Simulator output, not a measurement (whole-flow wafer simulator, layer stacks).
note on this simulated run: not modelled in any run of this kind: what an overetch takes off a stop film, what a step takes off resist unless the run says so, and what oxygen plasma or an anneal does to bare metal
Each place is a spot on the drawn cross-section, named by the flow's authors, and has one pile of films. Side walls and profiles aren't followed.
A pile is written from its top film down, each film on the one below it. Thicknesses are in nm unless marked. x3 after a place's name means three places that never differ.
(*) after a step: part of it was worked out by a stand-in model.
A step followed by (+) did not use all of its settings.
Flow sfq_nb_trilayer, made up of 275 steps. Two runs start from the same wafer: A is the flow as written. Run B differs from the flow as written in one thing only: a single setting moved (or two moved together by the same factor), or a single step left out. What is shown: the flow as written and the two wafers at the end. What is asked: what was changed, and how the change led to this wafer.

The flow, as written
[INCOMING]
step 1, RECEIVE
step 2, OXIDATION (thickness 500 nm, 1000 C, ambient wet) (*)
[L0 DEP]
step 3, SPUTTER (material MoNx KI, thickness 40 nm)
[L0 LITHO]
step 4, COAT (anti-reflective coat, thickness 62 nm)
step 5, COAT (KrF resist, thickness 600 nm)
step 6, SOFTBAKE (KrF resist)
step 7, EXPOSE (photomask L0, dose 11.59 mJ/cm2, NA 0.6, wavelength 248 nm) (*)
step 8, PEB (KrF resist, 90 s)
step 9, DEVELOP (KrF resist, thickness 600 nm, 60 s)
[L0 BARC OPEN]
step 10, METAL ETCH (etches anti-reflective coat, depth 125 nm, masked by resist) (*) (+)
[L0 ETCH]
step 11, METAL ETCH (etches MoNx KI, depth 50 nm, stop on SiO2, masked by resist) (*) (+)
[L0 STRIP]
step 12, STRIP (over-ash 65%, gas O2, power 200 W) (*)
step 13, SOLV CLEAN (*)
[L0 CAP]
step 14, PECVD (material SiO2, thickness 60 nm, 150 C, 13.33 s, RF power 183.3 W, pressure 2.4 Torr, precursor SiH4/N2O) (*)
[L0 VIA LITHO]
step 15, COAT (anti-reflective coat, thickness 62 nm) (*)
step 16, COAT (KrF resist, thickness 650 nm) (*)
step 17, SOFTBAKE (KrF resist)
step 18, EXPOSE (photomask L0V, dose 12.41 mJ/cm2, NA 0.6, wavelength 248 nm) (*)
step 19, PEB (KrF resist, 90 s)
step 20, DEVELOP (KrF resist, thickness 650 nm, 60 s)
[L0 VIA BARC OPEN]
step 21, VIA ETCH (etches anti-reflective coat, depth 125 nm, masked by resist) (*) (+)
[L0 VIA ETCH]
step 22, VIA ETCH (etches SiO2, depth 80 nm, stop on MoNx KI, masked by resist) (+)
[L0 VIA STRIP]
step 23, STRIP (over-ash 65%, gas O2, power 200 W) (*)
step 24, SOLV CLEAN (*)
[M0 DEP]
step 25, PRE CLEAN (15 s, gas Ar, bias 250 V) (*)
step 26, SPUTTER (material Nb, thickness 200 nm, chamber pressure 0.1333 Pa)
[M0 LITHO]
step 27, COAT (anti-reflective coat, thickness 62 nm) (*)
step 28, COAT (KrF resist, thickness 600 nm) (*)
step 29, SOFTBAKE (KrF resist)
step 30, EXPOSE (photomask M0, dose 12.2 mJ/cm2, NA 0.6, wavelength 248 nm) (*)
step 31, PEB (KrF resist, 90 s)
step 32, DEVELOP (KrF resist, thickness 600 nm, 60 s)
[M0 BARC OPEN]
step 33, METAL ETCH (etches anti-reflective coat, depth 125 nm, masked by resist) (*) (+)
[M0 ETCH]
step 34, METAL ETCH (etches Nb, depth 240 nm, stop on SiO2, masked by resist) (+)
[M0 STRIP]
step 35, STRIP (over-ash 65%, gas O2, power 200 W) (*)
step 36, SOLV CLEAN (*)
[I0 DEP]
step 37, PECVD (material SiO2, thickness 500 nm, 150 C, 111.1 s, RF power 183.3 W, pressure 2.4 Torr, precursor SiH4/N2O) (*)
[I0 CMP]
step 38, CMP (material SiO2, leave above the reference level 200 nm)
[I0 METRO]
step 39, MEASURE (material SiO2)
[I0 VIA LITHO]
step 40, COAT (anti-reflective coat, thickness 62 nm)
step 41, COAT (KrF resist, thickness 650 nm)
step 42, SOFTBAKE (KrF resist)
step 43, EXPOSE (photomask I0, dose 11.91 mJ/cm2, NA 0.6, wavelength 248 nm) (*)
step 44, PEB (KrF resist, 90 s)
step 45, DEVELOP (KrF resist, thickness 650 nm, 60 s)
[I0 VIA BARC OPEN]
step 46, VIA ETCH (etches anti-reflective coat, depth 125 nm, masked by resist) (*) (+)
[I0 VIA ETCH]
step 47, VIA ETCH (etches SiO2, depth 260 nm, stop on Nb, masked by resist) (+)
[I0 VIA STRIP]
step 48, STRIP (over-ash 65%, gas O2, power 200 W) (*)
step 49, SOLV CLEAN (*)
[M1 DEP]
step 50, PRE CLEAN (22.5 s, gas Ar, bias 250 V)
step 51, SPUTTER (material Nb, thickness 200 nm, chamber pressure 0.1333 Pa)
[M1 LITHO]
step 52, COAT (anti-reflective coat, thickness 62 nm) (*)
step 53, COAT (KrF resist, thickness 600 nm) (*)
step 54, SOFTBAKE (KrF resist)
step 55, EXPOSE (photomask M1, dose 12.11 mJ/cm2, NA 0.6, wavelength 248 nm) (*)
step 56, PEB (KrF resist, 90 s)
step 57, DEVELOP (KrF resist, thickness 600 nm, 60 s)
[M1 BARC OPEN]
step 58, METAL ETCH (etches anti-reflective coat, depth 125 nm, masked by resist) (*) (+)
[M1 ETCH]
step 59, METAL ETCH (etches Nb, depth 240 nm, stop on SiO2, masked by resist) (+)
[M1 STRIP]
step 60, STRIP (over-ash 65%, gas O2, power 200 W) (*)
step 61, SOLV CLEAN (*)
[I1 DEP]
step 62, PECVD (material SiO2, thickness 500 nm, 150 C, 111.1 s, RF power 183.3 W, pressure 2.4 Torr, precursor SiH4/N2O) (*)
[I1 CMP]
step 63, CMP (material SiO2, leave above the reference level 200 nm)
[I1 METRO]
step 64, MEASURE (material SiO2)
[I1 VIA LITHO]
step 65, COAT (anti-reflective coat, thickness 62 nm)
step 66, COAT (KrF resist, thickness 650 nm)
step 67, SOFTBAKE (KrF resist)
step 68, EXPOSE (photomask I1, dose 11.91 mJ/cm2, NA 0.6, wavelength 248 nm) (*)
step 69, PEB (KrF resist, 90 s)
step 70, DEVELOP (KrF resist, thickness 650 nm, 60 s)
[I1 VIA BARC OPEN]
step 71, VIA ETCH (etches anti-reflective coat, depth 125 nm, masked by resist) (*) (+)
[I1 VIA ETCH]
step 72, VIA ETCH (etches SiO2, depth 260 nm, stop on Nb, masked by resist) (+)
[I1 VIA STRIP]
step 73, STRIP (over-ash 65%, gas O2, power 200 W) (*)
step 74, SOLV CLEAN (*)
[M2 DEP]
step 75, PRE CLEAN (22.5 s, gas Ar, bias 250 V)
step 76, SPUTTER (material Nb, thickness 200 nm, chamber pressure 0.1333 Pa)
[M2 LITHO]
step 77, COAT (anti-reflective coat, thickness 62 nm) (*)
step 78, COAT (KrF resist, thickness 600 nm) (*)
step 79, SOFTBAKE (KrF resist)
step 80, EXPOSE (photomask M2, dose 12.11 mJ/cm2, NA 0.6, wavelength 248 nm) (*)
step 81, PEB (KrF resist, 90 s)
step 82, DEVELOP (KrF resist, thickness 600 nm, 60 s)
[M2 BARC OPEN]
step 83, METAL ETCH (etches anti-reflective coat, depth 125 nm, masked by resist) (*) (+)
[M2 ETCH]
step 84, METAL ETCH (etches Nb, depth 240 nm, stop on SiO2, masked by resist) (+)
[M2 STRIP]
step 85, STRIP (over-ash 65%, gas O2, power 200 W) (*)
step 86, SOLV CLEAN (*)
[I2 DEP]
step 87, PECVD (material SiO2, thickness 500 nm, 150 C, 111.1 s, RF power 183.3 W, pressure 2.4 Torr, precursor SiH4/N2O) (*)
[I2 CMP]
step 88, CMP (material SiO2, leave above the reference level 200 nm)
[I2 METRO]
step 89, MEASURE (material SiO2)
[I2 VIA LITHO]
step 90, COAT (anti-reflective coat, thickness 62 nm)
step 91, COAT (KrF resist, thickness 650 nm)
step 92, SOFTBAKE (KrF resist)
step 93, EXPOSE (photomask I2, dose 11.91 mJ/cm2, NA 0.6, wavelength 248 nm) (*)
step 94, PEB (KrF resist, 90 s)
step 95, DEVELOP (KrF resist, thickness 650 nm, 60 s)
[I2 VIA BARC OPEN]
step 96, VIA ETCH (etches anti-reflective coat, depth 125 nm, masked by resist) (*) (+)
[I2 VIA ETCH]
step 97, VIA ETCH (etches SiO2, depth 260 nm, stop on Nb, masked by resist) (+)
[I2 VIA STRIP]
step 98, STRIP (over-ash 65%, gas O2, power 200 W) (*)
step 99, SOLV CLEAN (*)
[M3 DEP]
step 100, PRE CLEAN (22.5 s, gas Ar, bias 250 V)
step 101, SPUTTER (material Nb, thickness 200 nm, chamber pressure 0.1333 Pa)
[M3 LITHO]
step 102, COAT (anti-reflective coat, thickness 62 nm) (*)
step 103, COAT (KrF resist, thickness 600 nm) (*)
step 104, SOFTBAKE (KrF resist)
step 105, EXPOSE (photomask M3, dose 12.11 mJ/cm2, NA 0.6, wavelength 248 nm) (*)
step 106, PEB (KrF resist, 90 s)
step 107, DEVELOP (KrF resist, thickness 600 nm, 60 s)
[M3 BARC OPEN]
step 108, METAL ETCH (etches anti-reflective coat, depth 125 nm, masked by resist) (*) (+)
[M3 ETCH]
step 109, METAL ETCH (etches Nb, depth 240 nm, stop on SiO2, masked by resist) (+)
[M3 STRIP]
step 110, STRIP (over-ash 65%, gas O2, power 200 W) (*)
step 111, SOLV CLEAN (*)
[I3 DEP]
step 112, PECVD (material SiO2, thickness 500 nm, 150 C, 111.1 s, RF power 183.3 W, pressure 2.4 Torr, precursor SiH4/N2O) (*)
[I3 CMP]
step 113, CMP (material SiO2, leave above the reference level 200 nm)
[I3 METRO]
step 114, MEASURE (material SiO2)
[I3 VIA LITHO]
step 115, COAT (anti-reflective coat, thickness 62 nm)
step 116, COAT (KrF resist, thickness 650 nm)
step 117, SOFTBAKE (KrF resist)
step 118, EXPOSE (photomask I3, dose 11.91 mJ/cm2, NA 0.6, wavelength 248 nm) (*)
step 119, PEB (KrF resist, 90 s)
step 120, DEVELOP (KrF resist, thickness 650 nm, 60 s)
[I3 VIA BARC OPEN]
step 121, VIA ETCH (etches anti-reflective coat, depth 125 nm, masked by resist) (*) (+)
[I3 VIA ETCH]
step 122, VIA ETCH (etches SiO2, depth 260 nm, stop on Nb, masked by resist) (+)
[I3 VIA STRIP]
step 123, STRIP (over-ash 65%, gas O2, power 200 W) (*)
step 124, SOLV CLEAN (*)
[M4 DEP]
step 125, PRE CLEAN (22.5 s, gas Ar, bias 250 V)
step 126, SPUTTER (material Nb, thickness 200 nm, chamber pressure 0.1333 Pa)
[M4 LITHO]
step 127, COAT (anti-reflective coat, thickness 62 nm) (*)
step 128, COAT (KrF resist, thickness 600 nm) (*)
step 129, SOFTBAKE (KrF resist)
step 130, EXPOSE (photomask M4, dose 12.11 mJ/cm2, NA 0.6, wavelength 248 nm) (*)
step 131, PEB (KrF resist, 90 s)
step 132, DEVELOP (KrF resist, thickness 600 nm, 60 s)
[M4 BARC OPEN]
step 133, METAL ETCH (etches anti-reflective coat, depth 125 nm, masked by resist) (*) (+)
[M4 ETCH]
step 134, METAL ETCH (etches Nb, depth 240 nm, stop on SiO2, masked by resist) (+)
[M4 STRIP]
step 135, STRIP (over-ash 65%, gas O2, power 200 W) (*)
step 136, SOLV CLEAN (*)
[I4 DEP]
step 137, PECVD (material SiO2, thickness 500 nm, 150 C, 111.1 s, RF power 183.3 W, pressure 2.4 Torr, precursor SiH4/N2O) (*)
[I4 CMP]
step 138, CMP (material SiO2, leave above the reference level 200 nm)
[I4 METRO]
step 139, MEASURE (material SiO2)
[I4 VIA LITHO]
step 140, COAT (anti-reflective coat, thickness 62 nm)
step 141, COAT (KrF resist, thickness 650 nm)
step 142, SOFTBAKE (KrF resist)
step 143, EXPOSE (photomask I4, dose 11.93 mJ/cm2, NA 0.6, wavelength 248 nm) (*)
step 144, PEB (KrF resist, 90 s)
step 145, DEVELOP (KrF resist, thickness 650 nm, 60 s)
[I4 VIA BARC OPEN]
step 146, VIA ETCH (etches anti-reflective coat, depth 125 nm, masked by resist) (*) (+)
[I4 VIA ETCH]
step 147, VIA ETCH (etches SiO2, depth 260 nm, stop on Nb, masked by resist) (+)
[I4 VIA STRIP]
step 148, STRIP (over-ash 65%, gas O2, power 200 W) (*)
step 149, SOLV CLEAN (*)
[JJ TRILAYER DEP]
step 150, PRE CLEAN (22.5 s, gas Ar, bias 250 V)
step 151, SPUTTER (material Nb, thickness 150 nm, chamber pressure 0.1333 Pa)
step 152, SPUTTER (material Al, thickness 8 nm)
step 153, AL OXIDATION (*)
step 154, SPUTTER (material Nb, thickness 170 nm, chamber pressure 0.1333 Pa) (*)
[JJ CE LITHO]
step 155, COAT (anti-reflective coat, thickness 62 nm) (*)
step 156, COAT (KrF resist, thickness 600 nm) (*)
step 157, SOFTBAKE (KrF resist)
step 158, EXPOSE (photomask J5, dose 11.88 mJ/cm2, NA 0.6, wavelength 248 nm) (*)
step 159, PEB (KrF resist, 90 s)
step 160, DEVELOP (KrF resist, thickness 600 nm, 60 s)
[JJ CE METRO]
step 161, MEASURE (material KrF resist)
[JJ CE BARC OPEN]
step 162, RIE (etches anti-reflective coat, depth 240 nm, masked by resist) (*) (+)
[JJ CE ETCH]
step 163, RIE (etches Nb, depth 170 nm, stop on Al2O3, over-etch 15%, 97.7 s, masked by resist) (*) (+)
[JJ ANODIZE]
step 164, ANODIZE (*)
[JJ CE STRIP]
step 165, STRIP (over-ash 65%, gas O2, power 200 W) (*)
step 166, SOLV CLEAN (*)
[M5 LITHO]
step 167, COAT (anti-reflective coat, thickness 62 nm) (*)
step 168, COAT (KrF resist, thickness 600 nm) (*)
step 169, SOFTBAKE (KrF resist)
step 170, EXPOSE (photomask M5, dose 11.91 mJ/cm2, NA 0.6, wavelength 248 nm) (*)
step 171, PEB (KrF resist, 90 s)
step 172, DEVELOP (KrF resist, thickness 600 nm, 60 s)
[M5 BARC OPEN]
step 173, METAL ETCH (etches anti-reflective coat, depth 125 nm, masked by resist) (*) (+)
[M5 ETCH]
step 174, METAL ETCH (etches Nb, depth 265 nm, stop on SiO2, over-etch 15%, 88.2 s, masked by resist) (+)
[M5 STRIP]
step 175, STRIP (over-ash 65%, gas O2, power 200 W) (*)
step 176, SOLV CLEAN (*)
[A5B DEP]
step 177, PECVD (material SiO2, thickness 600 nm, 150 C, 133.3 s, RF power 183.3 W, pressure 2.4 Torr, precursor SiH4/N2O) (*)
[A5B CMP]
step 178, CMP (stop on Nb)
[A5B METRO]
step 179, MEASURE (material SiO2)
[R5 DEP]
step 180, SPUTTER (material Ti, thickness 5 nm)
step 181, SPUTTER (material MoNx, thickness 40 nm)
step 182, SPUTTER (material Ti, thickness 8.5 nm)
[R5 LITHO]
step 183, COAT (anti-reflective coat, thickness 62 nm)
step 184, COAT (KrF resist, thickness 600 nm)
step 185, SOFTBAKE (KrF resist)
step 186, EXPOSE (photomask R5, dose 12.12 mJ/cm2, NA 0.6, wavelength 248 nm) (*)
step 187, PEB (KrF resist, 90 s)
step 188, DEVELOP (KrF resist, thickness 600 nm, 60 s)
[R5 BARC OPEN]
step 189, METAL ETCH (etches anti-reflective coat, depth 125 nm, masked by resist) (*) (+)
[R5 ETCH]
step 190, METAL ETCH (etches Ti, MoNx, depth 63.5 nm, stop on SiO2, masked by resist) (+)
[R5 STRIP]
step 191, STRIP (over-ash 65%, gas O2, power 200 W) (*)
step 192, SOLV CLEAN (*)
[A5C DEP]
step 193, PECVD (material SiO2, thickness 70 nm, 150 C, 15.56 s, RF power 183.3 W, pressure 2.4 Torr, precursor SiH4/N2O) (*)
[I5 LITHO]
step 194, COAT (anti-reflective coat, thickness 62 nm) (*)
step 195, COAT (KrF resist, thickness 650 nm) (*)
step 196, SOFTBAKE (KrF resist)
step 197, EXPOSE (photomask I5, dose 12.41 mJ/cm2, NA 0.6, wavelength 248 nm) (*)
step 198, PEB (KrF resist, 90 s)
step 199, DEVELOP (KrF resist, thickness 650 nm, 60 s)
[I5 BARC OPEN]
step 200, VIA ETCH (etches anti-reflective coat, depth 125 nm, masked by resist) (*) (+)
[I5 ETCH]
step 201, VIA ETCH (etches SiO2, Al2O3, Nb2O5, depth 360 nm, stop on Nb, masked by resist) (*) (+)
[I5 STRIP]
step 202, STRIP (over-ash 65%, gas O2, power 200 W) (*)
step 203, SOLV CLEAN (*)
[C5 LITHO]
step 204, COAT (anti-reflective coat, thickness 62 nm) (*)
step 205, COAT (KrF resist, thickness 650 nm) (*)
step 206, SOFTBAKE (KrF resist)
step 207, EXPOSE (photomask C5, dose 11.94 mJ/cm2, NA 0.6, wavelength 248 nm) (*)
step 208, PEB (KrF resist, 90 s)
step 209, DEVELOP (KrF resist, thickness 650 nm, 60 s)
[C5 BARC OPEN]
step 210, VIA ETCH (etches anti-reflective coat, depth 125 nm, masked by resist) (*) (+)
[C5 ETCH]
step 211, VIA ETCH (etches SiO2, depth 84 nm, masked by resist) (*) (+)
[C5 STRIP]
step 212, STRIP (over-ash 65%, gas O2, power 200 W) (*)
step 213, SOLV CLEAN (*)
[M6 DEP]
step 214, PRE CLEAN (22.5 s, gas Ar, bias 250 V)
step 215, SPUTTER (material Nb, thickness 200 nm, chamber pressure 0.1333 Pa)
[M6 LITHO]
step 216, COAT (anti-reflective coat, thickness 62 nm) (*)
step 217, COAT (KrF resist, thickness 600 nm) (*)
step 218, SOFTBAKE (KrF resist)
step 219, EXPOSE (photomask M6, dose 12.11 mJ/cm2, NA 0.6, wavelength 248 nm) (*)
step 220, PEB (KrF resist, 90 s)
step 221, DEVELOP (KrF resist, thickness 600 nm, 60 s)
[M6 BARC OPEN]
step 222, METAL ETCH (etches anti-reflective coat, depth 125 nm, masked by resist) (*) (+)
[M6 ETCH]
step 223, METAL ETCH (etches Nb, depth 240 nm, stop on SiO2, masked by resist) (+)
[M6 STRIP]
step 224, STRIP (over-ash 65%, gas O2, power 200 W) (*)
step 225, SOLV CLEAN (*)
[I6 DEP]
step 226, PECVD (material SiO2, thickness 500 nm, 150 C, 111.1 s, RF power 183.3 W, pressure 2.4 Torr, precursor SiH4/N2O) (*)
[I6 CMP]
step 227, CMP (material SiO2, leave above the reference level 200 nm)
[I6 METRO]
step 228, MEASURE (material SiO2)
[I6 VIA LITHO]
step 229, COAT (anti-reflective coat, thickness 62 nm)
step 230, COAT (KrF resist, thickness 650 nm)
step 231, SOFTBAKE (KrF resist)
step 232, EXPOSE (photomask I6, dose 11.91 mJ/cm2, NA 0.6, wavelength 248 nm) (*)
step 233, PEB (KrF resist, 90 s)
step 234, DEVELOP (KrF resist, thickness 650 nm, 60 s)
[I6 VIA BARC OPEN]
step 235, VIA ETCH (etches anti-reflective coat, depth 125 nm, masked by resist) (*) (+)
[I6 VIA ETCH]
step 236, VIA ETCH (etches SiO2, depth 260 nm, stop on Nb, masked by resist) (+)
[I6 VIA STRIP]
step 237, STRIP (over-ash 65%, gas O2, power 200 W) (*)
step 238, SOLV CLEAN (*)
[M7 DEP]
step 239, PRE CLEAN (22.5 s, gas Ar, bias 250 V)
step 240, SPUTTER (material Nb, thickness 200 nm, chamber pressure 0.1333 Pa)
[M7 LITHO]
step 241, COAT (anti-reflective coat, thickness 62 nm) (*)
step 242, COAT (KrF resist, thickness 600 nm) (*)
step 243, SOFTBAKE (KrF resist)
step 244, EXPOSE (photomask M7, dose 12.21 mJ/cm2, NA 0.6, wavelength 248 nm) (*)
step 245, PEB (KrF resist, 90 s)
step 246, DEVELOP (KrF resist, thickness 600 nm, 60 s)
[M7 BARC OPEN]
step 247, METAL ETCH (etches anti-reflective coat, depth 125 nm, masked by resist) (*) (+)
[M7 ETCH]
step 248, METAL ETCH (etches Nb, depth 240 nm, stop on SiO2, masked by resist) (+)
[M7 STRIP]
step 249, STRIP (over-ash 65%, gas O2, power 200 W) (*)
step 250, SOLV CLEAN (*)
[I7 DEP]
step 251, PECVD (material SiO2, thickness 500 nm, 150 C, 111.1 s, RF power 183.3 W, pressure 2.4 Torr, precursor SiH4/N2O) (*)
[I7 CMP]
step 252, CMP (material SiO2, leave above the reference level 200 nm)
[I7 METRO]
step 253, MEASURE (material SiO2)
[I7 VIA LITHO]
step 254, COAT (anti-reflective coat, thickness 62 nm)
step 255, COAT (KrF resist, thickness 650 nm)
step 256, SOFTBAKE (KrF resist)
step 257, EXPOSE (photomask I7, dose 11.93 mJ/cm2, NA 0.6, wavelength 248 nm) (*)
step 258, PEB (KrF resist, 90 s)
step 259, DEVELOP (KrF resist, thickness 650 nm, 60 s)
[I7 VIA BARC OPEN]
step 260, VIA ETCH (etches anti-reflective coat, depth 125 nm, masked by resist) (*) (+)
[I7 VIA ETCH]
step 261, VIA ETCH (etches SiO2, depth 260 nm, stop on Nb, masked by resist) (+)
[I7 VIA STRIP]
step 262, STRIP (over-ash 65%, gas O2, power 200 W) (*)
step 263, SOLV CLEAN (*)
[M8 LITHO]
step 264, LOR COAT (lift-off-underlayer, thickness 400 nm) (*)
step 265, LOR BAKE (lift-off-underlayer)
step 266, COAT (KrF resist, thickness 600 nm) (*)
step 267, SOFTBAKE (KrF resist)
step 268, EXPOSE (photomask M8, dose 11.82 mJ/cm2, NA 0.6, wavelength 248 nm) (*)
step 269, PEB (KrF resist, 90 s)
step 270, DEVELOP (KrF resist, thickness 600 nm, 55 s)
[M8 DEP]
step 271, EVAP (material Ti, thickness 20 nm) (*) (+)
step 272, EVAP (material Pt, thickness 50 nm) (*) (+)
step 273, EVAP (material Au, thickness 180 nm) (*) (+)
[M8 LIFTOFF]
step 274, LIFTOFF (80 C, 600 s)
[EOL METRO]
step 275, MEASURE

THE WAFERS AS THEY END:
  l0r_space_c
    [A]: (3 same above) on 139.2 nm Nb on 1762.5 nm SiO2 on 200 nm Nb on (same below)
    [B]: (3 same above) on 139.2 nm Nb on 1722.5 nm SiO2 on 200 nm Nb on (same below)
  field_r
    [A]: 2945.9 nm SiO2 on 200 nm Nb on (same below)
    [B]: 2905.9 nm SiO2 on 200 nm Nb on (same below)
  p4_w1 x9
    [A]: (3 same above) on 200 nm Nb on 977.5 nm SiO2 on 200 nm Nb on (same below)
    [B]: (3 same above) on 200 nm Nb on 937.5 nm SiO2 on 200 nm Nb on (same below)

The reason: step 76, SPUTTER: thickness 160 nm was run, though the flow has thickness 200 nm.

The path from the change to this, step by step:
  step 76, SPUTTER (material Nb, thickness 200 nm, chamber pressure 0.1333 Pa)
      field_l, v_sur, via_wl and 102 more: A Nb gains 200 (new film) | B Nb gains 160 (new film)
      via_v: A Nb gains 174.5 | B Nb gains 140.1
  step 84, METAL ETCH (etches Nb, depth 240 nm, stop on SiO2, masked by resist) (+)
      field_l, be, be_sur and 81 more: A Nb loses 200 (all of it) | B Nb loses 160 (all of it)
  step 88, CMP (material SiO2, leave above the reference level 200 nm)
      field_l, be, be_sur and 81 more: A SiO2 loses 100 | B SiO2 loses 140
      via_v: A SiO2 loses 181.6 | B SiO2 loses 177.6
